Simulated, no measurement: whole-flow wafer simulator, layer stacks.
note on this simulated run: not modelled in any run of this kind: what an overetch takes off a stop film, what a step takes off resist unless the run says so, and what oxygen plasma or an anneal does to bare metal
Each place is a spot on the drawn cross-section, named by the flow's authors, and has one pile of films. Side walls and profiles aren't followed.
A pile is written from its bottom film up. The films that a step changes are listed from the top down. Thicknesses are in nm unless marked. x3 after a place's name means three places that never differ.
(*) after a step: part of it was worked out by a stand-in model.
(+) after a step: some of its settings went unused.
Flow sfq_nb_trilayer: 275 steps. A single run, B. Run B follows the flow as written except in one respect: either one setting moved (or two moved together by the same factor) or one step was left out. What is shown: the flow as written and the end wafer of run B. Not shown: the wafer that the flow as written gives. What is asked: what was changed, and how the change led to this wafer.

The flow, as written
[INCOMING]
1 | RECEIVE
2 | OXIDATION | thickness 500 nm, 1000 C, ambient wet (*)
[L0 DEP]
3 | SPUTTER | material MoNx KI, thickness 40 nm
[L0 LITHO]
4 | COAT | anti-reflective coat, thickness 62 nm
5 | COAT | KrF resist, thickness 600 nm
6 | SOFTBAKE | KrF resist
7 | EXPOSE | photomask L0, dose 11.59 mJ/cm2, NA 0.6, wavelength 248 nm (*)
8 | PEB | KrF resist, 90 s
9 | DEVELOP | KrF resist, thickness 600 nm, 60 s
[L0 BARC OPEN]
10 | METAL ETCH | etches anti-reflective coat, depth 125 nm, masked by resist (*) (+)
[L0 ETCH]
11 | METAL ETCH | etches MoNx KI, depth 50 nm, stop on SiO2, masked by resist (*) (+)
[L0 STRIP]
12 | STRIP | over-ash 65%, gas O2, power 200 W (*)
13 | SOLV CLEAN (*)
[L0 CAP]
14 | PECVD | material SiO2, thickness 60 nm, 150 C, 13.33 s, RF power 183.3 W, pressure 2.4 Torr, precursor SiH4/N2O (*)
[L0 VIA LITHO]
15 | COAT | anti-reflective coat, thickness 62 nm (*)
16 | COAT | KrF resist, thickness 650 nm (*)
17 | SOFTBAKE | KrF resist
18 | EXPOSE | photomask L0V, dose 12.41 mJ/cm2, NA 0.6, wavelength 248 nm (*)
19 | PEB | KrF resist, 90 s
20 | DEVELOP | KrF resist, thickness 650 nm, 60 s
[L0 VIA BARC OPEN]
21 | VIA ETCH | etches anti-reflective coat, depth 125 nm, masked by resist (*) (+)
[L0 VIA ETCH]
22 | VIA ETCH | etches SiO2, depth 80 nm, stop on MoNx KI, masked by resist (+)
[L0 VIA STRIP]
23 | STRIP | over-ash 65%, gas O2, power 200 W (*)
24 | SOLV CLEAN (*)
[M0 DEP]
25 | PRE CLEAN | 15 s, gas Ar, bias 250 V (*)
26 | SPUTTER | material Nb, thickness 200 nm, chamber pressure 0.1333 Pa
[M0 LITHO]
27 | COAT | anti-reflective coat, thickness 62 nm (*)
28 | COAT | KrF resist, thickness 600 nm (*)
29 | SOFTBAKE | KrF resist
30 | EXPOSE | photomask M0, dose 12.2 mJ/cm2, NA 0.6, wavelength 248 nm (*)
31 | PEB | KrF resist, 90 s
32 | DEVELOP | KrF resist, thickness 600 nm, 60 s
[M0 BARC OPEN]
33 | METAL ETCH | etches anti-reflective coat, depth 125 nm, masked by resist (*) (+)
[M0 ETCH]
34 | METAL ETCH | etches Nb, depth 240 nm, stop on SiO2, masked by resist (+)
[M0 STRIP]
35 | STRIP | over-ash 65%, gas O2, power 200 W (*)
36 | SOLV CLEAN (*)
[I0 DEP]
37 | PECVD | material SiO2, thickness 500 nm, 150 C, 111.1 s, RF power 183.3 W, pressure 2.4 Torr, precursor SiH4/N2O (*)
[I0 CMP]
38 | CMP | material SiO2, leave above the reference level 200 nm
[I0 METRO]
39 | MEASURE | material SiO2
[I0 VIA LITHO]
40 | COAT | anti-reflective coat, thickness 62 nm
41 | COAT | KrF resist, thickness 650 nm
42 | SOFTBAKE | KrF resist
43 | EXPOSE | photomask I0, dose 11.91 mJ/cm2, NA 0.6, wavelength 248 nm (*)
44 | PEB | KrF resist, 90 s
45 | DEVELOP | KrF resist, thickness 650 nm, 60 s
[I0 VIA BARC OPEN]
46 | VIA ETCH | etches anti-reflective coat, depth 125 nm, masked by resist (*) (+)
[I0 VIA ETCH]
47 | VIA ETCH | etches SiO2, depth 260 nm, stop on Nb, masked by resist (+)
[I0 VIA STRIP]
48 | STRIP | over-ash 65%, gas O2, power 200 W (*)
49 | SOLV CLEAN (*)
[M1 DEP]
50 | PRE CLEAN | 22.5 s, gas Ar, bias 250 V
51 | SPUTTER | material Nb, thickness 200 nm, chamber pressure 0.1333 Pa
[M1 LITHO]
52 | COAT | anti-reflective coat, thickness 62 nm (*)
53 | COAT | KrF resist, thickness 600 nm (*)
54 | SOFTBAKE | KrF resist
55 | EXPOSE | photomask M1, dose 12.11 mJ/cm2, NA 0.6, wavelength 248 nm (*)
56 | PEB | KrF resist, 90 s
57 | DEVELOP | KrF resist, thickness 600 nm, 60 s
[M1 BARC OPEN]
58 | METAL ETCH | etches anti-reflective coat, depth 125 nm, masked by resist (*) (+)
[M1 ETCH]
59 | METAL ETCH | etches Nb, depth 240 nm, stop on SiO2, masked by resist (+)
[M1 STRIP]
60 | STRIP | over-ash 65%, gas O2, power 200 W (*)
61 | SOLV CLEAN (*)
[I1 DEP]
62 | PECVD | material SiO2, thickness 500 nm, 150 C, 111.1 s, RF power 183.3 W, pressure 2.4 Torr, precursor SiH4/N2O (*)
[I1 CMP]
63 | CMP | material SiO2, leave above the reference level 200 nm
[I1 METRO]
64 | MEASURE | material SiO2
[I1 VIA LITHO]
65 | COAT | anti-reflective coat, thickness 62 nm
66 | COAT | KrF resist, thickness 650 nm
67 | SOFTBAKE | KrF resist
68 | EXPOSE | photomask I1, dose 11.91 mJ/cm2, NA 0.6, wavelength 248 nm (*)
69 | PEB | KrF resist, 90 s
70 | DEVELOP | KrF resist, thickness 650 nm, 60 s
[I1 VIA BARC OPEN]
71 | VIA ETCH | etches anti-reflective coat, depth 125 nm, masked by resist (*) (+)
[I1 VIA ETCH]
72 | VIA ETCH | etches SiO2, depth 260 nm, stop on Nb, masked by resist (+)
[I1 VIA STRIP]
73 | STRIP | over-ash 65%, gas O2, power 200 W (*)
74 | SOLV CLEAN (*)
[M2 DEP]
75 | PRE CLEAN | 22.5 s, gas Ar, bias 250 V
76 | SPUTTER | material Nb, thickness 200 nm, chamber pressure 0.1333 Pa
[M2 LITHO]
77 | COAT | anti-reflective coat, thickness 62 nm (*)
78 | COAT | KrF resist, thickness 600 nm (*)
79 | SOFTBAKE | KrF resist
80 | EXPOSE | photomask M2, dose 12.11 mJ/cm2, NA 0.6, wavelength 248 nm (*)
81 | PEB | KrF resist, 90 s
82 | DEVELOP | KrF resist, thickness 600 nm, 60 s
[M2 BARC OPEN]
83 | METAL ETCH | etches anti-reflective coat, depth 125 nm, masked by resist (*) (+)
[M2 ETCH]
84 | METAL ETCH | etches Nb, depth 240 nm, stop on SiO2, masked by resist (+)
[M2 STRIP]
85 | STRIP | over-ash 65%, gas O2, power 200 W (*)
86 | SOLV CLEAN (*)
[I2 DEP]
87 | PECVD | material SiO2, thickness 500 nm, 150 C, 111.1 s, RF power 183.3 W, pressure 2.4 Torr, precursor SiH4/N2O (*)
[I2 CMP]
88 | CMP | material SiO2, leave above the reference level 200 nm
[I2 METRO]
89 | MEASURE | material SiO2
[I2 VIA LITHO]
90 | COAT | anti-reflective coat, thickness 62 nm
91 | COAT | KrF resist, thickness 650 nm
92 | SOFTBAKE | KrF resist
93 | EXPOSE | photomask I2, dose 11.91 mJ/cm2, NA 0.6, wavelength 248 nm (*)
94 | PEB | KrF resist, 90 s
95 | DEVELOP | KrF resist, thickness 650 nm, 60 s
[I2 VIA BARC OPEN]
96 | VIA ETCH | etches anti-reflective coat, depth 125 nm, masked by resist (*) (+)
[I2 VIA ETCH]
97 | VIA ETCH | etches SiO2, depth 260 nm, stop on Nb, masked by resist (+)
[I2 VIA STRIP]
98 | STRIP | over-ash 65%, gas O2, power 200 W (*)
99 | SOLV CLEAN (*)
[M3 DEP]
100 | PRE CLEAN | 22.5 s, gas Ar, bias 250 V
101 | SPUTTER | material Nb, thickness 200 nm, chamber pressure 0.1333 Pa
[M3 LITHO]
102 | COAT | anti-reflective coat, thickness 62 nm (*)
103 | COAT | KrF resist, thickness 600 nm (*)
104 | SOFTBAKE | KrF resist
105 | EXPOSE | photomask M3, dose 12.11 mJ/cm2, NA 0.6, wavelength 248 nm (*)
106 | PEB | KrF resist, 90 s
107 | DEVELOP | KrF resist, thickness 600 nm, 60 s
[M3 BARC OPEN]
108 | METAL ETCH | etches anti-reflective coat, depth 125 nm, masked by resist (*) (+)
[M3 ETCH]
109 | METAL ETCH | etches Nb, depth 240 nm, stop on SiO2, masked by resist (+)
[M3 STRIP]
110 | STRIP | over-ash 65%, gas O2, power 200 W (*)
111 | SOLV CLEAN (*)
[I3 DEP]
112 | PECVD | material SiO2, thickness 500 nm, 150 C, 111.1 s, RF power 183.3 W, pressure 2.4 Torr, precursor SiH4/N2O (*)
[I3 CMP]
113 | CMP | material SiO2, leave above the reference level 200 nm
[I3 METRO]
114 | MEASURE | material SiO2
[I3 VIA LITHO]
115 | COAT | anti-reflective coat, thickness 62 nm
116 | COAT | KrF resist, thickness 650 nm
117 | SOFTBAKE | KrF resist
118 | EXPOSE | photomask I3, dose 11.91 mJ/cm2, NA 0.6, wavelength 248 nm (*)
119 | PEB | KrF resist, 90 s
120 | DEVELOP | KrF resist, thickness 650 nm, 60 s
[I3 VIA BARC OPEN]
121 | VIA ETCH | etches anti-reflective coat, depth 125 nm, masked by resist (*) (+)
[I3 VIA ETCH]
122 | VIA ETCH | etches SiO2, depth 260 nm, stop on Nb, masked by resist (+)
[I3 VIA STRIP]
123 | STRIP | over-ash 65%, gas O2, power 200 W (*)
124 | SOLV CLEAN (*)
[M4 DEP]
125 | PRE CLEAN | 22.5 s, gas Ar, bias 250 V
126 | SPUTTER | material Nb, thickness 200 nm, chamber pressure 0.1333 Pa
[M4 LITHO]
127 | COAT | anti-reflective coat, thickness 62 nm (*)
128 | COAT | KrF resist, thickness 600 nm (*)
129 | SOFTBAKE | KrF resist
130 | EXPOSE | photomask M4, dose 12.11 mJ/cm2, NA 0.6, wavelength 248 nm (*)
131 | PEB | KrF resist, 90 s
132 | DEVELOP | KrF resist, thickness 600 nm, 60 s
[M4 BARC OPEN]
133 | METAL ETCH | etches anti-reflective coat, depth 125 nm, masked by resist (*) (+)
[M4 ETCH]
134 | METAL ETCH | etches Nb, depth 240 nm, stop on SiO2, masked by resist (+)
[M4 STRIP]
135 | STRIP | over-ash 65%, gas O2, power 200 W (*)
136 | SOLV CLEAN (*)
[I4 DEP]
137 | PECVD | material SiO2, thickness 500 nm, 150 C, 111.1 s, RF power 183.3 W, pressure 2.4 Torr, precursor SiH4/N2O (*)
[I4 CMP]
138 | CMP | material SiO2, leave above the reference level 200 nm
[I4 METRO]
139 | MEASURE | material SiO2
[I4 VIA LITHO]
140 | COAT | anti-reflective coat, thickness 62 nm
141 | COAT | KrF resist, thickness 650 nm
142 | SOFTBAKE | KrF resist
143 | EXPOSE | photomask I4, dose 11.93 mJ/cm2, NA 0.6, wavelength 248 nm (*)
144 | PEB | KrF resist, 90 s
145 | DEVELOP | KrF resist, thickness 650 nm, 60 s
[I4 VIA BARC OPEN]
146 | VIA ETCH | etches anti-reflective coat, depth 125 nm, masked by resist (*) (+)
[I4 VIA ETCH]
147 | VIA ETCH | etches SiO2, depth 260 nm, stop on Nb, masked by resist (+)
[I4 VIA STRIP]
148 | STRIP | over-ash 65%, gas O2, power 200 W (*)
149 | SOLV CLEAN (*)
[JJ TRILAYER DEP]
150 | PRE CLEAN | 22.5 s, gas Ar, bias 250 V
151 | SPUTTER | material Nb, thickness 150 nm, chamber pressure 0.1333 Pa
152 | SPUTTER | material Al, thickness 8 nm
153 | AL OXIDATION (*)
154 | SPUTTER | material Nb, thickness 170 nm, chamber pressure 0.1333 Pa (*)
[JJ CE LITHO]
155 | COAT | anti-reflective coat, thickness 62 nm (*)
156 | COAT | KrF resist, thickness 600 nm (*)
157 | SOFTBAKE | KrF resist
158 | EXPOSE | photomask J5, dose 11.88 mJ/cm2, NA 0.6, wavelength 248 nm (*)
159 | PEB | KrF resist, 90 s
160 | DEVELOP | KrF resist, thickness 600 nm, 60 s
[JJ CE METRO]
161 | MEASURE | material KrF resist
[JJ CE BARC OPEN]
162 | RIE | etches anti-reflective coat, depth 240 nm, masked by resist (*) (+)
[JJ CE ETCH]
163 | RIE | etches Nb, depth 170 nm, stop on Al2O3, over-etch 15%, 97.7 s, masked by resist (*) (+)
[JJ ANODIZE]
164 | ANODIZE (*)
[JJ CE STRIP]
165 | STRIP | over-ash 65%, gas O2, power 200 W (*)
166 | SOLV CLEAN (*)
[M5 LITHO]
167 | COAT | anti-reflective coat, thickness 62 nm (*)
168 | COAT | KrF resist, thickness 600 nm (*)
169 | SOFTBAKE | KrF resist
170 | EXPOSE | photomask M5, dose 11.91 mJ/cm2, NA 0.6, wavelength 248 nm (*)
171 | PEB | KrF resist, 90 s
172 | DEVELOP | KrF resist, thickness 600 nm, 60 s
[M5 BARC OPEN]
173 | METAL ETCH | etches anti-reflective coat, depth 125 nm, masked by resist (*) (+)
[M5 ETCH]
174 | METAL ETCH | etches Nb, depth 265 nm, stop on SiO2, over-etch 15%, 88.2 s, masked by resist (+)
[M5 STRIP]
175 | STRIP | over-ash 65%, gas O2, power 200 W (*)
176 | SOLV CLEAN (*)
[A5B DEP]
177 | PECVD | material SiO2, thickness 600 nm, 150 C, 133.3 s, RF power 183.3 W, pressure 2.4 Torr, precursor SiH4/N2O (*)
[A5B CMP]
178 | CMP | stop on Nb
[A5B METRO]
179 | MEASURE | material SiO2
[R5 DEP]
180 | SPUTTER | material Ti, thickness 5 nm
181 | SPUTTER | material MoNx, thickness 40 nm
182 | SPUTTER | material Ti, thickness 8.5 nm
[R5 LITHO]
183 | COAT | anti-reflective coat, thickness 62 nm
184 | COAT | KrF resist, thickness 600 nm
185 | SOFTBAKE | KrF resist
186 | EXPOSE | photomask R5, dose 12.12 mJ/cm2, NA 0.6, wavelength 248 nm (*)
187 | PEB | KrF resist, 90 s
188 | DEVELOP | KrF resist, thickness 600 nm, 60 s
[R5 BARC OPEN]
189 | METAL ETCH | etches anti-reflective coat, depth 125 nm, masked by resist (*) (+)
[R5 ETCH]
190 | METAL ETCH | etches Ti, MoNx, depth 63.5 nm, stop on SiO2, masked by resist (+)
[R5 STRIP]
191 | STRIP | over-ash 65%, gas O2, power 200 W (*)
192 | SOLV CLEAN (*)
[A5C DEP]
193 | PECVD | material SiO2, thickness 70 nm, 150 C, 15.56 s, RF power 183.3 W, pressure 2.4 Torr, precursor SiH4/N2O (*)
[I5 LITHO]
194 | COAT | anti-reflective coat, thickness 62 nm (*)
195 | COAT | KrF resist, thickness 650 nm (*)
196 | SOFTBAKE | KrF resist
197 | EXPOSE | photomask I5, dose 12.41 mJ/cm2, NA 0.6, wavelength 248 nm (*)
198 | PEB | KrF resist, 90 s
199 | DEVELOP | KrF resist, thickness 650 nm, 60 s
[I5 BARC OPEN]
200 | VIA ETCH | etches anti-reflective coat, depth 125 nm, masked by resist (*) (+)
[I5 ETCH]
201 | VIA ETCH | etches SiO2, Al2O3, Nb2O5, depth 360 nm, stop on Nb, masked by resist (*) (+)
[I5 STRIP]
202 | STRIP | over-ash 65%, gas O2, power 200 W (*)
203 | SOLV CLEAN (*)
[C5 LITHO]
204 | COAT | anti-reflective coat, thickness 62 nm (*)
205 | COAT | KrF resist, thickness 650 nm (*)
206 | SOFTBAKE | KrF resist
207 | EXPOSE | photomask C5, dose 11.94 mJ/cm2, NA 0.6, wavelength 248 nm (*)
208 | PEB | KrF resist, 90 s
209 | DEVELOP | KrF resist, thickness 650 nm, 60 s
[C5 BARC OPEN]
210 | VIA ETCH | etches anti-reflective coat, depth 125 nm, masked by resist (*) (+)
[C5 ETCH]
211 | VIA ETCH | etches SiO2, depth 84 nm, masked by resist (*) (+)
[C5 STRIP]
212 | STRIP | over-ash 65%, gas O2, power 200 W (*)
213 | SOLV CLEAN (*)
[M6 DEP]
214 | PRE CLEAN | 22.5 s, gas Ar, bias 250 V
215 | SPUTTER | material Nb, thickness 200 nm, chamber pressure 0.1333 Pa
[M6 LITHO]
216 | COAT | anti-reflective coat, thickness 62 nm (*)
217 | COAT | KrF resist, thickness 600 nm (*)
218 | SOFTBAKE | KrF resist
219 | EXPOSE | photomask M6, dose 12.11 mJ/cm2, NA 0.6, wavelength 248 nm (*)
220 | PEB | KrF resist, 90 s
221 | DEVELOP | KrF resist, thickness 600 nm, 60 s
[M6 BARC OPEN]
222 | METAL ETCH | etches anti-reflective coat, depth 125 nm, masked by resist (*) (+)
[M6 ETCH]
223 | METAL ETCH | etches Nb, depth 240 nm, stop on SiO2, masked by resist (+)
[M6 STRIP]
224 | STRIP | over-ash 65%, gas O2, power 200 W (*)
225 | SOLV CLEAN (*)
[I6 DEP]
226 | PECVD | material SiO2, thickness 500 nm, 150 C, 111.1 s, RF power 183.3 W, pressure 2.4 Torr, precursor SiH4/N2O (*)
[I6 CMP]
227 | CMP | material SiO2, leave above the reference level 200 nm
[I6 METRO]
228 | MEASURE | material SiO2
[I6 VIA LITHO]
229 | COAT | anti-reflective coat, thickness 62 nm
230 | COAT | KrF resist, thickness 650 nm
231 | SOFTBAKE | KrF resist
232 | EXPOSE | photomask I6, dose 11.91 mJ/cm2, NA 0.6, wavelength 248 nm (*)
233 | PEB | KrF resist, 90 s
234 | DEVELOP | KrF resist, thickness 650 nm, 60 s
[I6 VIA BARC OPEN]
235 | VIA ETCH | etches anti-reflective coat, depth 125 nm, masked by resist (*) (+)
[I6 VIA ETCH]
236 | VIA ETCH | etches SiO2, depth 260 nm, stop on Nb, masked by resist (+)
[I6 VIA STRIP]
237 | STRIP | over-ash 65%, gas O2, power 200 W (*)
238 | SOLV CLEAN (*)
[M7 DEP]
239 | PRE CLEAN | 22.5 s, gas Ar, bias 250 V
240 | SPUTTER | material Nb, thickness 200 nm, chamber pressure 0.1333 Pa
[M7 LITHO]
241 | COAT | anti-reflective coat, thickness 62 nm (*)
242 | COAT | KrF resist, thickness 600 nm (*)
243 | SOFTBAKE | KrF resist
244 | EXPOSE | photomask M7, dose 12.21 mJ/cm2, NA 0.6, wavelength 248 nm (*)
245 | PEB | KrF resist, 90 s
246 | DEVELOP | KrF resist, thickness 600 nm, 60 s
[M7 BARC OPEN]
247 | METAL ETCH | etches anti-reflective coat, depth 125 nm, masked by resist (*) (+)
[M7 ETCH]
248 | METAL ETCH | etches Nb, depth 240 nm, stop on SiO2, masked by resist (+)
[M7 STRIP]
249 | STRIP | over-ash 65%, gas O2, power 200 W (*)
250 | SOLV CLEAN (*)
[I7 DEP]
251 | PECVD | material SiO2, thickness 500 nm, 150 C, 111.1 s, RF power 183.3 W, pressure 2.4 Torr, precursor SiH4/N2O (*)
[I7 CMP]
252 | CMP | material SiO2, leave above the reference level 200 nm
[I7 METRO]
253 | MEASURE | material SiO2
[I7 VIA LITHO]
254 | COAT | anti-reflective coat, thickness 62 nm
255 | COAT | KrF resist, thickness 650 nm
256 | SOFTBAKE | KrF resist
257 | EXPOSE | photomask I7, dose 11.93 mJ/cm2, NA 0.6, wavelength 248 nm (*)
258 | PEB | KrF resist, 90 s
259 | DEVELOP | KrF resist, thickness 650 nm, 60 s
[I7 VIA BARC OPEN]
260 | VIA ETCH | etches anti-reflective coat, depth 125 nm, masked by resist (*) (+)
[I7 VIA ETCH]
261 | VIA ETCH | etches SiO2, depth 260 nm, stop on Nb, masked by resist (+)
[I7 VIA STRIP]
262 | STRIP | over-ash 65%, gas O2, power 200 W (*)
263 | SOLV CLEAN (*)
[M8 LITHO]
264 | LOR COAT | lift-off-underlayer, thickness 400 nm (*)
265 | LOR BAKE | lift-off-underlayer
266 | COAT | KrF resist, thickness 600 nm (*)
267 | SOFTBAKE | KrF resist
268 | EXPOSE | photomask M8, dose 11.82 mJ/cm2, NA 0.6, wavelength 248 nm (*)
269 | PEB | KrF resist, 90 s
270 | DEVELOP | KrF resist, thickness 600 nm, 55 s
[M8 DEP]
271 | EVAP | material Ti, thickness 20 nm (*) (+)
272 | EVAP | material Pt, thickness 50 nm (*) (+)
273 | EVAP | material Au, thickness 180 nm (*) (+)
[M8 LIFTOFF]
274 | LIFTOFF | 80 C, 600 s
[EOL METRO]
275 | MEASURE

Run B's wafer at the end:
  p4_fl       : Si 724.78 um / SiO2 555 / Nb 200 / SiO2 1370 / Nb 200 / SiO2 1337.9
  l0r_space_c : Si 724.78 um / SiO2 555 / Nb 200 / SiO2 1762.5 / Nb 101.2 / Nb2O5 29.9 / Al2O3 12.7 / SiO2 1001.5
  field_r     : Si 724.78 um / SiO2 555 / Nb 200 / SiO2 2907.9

Cause: step 151, SPUTTER: thickness 112 nm was run, though the flow has thickness 150 nm.

Step by step, how the change led to this:
  151 | SPUTTER | material Nb, thickness 150 nm, chamber pressure 0.1333 Pa
      field_l, v_sur, via_sp and 100 more: +112 Nb (new film) (in the flow as written it would be: +150 Nb (new film))
      via_wl, via_wr: +80.8 Nb (in the flow as written it would be: +130.4 Nb)
      (also at 1 further place)
  154 | SPUTTER | material Nb, thickness 170 nm, chamber pressure 0.1333 Pa (*)
      via_w: +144 Nb (new film) (in the flow as written it would be: +141 Nb (new film))
  155 | COAT | anti-reflective coat, thickness 62 nm (*)
      via_wl, via_wr: +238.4 anti-reflective coat (new film) (in the flow as written it would be: +209.4 anti-reflective coat (new film))
      via_w: +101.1 anti-reflective coat (new film) (in the flow as written it would be: +97.4 anti-reflective coat (new film))
  156 | COAT | KrF resist, thickness 600 nm (*)
      via_wl: +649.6 KrF resist (new film) (in the flow as written it would be: +663 KrF resist (new film))
      via_wr: +649.8 KrF resist (new film) (in the flow as written it would be: +663.2 KrF resist (new film))
  160 | DEVELOP | KrF resist, thickness 600 nm, 60 s
      via_wl: -648.2 KrF resist (all of it) (in the flow as written it would be: -661.6 KrF resist (all of it))
      via_wr: -648.4 KrF resist (all of it) (in the flow as written it would be: -661.8 KrF resist (all of it))
  162 | RIE | etches anti-reflective coat, depth 240 nm, masked by resist (*) (+)
      ce_l, c5j, ce_r, wl_jj: -238.4 KrF resist (in the flow as written it would be: -209.4 KrF resist)
      via_wl, via_wr: -238.4 anti-reflective coat (all of it) (in the flow as written it would be: -209.4 anti-reflective coat (all of it))
      (also at 1 further place)
  163 | RIE | etches Nb, depth 170 nm, stop on Al2O3, over-etch 15%, 97.7 s, masked by resist (*) (+)
      via_w: -144 Nb (all of it), -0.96 Al2O3 (all of it) (in the flow as written it would be: -141 Nb (all of it), -0.96 Al2O3 (all of it))
  165 | STRIP | over-ash 65%, gas O2, power 200 W (*)
      ce_l: -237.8 KrF resist (all of it), -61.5 anti-reflective coat (all of it) (in the flow as written it would be: -266.8 KrF resist (all of it), -61.4 anti-reflective coat (all of it))
      c5j: -237.9 KrF resist (all of it), -61.5 anti-reflective coat (all of it) (in the flow as written it would be: -266.9 KrF resist (all of it), -61.5 anti-reflective coat (all of it))
      (also at 2 further places)
  167 | COAT | anti-reflective coat, thickness 62 nm (*)
      via_wl: +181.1 anti-reflective coat (new film) (in the flow as written it would be: +170.5 anti-reflective coat (new film))
      via_w: +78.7 anti-reflective coat (new film) (in the flow as written it would be: +84.1 anti-reflective coat (new film))
      (also at 3 further places)
  174 | METAL ETCH | etches Nb, depth 265 nm, stop on SiO2, over-etch 15%, 88.2 s, masked by resist (+)
      field_l, r_sur, res and 50 more: -12.6 Al2O3 (all of it), -29.9 Nb2O5 (all of it), -101.2 Nb (all of it), -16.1 SiO2 (in the flow as written it would be: -12.6 Al2O3 (all of it), -29.9 Nb2O5 (all of it), -139.2 Nb (all of it), -12.3 SiO2)
  175 | STRIP | over-ash 65%, gas O2, power 200 W (*)
      via_wl: -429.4 KrF resist (all of it), -181.1 anti-reflective coat (all of it) (in the flow as written it would be: -427 KrF resist (all of it), -170.5 anti-reflective coat (all of it))
      via_w: -498.3 KrF resist (all of it), -78.7 anti-reflective coat (all of it) (in the flow as written it would be: -503.5 KrF resist (all of it), -84.1 anti-reflective coat (all of it))
      (also at 3 further places)
  177 | PECVD | material SiO2, thickness 600 nm, 150 C, 133.3 s, RF power 183.3 W, pressure 2.4 Torr, precursor SiH4/N2O (*)
      via_wl, via_wr: +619 SiO2 (new film) (in the flow as written it would be: +600 SiO2 (new film))
  178 | CMP | stop on Nb
      field_l, p4_fl, p4_fm and 39 more: -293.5 SiO2 (in the flow as written it would be: -259.3 SiO2)
      r_sur, res, r_end, moat, field_r, lsp_l: -293.5 SiO2 (in the flow as written it would be: -252.3 SiO2)
      (also at 8 further places)
